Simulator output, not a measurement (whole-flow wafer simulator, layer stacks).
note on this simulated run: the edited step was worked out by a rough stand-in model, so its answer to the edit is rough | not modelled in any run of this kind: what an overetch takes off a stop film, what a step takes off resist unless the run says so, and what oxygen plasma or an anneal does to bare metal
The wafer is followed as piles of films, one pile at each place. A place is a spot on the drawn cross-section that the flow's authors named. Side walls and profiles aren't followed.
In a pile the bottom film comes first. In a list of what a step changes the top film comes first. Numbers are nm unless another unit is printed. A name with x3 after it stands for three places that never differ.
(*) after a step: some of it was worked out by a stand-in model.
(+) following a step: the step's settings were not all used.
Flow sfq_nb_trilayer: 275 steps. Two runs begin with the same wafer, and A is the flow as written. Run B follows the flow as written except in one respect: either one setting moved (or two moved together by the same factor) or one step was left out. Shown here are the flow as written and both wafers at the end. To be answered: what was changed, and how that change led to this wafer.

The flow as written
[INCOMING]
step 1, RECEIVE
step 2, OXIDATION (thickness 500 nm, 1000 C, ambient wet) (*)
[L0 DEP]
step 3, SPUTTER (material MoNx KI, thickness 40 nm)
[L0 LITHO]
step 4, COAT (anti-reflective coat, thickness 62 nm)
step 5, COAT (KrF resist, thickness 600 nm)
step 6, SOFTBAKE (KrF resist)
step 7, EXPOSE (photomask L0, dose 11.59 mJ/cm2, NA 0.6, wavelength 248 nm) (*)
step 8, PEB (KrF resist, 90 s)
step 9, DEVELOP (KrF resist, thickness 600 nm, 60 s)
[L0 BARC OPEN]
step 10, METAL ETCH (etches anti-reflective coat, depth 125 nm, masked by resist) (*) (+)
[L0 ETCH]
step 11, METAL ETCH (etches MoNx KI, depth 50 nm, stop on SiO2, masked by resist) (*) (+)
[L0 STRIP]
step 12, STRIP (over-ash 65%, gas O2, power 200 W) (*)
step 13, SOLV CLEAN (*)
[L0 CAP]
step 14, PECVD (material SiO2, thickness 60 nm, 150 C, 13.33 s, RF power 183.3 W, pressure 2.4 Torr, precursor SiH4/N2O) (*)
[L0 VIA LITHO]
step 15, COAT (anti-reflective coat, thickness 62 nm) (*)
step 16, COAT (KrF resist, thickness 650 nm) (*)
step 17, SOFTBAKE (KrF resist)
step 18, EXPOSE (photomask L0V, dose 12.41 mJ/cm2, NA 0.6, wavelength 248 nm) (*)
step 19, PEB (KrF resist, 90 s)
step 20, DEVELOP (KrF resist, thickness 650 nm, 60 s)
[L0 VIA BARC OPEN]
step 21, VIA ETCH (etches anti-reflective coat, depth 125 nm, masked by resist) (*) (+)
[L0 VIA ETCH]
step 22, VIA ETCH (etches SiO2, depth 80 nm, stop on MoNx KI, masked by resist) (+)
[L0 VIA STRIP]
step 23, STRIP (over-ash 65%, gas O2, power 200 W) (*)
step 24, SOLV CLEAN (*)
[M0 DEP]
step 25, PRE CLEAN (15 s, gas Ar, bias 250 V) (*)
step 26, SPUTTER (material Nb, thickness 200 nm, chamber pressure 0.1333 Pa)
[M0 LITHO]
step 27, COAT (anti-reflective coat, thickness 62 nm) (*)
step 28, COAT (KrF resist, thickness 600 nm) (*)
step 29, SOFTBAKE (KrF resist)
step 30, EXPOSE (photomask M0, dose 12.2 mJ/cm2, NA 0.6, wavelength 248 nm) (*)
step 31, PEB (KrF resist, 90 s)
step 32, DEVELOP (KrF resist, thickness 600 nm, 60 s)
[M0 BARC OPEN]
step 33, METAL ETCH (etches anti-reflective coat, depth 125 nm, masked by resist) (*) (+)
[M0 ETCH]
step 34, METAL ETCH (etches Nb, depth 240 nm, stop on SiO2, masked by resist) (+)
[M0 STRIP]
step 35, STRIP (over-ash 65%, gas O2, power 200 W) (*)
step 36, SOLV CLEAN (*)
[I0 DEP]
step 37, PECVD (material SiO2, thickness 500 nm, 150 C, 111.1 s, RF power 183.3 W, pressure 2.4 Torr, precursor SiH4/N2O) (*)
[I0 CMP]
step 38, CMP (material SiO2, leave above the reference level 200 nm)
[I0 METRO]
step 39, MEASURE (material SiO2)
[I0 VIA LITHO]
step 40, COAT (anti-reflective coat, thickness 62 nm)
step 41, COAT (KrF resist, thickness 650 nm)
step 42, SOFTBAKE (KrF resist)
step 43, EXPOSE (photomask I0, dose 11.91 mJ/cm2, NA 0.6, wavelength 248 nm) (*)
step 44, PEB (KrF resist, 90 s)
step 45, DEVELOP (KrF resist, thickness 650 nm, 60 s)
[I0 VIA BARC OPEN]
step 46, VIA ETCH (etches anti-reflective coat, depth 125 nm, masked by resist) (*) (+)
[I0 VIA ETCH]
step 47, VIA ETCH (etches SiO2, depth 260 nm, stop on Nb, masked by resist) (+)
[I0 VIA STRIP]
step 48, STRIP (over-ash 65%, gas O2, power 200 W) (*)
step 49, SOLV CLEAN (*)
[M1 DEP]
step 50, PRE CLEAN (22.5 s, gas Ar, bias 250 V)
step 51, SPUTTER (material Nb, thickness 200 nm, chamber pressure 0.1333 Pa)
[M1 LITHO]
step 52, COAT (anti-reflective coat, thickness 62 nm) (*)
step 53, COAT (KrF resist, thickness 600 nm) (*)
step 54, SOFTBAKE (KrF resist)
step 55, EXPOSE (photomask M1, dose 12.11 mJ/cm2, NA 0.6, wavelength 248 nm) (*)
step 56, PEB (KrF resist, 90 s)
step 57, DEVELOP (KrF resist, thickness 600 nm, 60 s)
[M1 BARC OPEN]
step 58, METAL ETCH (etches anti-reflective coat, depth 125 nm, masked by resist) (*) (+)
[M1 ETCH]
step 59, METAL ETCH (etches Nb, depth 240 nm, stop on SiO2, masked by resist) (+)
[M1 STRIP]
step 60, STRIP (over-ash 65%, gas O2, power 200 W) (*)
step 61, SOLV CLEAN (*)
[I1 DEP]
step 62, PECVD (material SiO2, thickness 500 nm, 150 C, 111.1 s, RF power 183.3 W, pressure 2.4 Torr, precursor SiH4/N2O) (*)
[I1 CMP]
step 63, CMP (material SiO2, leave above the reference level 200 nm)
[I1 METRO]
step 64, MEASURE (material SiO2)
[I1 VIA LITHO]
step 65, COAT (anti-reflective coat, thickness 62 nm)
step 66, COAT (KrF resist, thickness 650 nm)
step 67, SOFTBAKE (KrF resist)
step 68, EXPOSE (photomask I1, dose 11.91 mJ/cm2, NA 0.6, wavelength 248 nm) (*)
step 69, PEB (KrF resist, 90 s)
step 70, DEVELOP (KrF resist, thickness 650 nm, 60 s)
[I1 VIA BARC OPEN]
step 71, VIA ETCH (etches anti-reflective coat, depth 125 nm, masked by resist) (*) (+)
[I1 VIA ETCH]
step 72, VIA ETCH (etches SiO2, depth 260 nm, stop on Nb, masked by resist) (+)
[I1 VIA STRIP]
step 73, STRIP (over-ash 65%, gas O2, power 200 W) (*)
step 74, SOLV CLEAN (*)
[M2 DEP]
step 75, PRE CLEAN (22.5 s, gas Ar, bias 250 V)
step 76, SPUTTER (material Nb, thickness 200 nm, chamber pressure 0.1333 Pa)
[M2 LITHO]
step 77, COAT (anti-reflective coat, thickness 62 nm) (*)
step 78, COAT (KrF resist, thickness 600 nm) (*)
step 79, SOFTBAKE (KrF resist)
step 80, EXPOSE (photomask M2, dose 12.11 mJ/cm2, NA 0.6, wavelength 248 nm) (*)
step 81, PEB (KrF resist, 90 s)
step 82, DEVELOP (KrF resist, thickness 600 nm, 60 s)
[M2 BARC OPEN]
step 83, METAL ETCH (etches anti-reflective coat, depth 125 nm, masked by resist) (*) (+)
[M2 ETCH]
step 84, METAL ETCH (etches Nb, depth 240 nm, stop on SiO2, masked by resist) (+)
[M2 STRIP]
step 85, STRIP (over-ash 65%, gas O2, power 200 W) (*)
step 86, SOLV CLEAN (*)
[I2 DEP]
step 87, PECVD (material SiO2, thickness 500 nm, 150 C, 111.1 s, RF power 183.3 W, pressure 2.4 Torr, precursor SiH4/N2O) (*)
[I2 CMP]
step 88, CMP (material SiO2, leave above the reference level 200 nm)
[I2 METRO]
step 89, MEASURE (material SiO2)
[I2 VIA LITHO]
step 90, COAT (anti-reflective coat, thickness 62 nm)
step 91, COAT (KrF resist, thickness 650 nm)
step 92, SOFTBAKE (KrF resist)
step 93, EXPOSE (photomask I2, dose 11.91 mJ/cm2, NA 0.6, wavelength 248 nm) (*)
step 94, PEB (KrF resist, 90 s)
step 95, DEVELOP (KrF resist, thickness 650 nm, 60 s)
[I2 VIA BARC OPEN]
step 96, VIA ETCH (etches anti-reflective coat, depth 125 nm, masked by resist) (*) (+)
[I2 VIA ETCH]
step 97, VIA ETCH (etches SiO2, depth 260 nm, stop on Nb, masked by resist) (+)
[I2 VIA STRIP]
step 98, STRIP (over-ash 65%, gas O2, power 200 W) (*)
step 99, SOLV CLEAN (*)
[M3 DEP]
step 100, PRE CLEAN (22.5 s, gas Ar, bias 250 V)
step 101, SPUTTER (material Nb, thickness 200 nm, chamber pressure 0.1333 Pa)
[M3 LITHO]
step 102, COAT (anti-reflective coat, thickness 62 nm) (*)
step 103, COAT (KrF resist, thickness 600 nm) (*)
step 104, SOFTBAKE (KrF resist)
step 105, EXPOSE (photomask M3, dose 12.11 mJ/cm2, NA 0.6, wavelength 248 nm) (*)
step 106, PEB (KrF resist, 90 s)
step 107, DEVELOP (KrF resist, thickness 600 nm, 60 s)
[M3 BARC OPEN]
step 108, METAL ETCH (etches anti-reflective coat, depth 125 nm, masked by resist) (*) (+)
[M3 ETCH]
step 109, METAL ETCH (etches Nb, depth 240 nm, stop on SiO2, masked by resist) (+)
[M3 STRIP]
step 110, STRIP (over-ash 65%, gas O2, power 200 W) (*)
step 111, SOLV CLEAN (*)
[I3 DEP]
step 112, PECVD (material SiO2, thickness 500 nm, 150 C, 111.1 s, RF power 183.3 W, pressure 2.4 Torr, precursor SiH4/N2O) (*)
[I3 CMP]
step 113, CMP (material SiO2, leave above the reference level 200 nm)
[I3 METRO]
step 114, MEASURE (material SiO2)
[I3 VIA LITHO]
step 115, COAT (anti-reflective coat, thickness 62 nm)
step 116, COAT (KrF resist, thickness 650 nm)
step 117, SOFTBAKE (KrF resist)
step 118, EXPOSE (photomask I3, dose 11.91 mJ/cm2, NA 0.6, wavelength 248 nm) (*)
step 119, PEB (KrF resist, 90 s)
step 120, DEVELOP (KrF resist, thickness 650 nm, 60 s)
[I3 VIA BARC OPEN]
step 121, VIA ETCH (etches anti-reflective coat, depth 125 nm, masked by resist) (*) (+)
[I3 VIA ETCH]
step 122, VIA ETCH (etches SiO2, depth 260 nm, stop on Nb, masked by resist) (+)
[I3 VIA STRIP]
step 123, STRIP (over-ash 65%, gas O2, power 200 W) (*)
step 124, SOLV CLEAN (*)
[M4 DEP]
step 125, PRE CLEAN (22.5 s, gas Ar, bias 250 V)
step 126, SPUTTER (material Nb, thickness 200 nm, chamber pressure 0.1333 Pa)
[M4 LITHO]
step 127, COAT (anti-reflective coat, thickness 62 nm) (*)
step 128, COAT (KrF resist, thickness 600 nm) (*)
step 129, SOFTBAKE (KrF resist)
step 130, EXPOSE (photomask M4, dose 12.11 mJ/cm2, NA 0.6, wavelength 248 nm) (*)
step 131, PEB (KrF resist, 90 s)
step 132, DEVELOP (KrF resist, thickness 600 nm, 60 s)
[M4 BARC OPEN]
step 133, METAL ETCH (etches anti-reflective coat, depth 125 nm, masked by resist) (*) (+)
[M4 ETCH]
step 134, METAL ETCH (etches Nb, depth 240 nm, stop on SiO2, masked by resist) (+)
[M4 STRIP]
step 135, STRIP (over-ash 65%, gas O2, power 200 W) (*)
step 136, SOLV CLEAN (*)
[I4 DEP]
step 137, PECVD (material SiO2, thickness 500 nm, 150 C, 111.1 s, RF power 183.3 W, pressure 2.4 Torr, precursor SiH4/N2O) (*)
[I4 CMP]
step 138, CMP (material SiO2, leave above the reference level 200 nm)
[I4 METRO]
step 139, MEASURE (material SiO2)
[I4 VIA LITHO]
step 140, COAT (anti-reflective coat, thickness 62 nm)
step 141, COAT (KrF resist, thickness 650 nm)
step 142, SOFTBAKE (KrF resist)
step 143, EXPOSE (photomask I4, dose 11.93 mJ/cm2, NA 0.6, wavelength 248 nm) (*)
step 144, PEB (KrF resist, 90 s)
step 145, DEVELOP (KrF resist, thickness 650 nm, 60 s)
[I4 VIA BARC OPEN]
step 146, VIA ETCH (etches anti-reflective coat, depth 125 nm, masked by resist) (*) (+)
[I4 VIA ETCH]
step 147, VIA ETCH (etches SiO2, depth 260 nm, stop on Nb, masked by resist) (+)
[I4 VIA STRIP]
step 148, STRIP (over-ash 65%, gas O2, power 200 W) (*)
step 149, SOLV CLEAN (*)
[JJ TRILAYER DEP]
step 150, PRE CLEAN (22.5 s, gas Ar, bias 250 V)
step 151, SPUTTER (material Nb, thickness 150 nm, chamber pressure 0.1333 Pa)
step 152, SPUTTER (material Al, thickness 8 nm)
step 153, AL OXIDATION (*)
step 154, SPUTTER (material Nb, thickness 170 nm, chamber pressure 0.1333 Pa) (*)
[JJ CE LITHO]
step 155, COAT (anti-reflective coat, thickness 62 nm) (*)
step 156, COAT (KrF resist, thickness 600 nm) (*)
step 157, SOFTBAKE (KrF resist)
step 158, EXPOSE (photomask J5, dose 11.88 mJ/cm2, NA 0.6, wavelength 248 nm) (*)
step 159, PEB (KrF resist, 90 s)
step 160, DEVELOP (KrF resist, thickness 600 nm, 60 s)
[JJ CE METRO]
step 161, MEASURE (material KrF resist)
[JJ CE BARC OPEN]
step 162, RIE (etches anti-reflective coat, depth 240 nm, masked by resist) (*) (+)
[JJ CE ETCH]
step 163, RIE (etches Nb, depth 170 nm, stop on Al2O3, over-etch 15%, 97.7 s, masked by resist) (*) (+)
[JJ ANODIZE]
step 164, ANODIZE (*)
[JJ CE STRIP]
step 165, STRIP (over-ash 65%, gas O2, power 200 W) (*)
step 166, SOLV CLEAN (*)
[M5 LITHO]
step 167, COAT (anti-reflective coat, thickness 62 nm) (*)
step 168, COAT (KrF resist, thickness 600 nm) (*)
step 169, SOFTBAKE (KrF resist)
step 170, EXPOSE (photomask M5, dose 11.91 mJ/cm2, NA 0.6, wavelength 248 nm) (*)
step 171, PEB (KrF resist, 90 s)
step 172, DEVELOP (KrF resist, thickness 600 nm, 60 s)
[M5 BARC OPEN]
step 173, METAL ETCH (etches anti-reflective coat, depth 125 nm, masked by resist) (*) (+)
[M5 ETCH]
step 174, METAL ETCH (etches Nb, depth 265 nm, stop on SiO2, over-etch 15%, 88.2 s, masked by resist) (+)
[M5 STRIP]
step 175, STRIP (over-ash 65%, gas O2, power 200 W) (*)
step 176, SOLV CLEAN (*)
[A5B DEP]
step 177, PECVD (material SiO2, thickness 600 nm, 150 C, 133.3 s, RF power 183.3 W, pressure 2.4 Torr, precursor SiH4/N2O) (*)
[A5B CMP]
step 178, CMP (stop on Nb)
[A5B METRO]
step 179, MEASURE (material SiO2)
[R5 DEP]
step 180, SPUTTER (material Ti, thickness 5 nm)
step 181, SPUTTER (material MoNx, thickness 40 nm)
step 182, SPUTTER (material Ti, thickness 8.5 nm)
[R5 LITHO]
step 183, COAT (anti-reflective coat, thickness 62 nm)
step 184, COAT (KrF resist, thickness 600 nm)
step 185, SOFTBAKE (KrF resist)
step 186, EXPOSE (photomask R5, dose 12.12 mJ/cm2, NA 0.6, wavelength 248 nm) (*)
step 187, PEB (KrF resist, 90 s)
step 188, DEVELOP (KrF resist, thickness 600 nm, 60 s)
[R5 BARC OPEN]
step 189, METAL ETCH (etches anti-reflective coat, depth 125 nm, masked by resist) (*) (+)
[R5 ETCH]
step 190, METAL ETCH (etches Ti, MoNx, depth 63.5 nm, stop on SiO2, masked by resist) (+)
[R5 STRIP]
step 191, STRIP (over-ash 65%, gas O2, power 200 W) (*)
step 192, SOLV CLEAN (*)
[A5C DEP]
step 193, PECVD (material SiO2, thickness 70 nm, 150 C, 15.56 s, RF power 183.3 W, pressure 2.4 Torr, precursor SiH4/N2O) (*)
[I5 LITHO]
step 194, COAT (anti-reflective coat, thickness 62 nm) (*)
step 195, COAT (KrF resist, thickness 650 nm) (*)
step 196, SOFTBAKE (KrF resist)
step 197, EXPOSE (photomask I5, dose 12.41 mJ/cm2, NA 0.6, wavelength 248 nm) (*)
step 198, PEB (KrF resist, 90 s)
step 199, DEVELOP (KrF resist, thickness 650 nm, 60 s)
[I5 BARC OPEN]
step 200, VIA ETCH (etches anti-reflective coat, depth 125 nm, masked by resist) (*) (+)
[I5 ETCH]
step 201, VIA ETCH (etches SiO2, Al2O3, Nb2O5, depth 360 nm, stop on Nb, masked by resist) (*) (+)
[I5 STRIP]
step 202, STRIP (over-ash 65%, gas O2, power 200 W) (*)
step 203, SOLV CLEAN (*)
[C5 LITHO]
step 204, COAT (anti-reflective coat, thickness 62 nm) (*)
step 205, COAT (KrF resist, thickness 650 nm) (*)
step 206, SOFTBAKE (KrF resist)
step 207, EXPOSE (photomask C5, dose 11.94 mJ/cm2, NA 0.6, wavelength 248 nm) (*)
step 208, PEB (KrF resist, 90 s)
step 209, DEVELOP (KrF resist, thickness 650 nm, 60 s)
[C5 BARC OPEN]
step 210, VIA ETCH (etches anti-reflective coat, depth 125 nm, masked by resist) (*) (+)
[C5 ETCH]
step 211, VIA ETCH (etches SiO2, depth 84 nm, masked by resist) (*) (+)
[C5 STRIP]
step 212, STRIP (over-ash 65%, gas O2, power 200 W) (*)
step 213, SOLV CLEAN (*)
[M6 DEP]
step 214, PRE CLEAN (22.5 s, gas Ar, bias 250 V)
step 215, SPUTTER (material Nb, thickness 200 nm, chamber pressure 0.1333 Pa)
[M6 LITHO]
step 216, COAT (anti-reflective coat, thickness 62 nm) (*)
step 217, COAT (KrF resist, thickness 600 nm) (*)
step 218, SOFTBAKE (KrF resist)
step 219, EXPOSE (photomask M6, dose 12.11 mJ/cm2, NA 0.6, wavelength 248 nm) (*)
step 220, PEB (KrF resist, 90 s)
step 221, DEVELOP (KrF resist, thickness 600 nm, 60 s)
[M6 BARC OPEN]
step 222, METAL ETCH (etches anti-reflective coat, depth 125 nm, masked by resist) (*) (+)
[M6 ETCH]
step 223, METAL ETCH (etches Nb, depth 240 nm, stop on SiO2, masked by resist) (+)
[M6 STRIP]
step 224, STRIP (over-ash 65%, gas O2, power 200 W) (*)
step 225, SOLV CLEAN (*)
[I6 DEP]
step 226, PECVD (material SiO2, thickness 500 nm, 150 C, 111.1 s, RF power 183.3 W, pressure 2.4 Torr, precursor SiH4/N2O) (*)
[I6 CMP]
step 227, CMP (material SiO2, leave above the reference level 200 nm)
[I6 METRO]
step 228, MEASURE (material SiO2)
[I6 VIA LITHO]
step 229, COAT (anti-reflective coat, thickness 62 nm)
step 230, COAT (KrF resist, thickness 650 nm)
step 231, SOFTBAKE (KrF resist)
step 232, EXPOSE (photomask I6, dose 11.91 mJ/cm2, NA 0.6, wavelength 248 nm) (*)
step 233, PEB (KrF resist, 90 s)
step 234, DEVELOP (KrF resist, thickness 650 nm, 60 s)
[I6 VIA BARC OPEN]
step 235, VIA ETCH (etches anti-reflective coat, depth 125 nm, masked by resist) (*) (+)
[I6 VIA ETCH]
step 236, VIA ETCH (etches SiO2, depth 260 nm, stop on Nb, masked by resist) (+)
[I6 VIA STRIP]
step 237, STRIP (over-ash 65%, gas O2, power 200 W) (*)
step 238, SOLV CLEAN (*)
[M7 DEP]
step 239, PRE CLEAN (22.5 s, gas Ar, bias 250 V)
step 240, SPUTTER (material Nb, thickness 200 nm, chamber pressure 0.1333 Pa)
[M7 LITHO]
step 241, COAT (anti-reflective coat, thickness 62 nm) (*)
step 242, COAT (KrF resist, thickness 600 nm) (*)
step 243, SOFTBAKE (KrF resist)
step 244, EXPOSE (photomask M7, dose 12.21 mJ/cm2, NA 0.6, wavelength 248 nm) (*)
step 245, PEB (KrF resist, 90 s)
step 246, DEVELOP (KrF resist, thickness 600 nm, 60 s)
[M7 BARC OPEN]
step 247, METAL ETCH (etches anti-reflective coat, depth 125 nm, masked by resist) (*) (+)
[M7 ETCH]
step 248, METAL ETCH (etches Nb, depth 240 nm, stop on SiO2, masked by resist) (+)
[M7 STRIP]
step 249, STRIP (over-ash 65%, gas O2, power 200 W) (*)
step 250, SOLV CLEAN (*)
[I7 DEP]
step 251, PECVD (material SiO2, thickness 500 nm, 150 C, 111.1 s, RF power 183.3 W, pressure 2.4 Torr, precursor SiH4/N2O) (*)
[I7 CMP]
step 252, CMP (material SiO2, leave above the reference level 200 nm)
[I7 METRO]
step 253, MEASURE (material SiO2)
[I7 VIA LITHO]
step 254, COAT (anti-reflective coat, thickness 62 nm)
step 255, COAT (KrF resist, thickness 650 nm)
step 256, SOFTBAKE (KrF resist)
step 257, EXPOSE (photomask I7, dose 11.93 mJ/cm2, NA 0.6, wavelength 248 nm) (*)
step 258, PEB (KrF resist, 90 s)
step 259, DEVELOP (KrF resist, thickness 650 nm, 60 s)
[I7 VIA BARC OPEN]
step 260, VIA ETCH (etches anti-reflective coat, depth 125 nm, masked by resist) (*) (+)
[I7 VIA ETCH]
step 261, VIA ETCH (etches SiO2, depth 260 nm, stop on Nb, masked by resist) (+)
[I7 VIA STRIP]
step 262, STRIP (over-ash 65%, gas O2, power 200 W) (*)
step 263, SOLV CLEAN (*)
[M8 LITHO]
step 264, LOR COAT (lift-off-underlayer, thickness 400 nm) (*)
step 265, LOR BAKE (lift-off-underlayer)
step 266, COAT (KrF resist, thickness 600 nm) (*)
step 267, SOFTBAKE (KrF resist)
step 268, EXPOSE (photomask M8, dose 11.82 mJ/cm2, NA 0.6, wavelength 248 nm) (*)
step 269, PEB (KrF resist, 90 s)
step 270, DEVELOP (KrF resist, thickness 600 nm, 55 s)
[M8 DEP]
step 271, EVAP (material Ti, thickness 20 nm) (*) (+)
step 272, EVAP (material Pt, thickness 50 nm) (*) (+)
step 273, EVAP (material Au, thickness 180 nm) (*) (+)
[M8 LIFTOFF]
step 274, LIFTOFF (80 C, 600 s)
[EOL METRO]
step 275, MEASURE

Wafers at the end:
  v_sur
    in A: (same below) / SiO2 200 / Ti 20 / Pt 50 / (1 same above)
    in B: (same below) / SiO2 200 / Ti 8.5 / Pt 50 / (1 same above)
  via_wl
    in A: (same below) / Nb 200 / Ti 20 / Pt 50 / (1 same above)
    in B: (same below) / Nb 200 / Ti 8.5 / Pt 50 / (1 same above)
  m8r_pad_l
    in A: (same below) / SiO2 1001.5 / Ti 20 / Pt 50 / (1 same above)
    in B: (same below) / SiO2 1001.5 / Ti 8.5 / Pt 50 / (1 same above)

What caused this: step 271, EVAP: thickness 8.5 nm was run, though the flow has thickness 20 nm.
The wafer itself shows it: v_sur has Ti 8.5, and step 271 as written asks for 20 nm.

Step by step, how the change led to this:
  step 271, EVAP (material Ti, thickness 20 nm) (*) (+)
      field_l, v_sur, via_wl and 103 more: A +20 Ti (new film) | B +8.5 Ti (new film)
  step 274, LIFTOFF (80 C, 600 s)
      p4_fl, p4_fm, p4_w1 and 71 more: A -180 Au (all of it), -50 Pt (all of it), -20 Ti (all of it), -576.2 KrF resist (all of it), -400 lift-off-underlayer (all of it) | B -180 Au (all of it), -50 Pt (all of it), -8.5 Ti (all of it), -576.2 KrF resist (all of it), -400 lift-off-underlayer (all of it)
      c5j, ce_r: A -180 Au (all of it), -50 Pt (all of it), -20 Ti (all of it), -573.3 KrF resist (all of it), -399.3 lift-off-underlayer (all of it) | B -180 Au (all of it), -50 Pt (all of it), -8.5 Ti (all of it), -573.3 KrF resist (all of it), -399.3 lift-off-underlayer (all of it)
      (as well as at 19 more places)
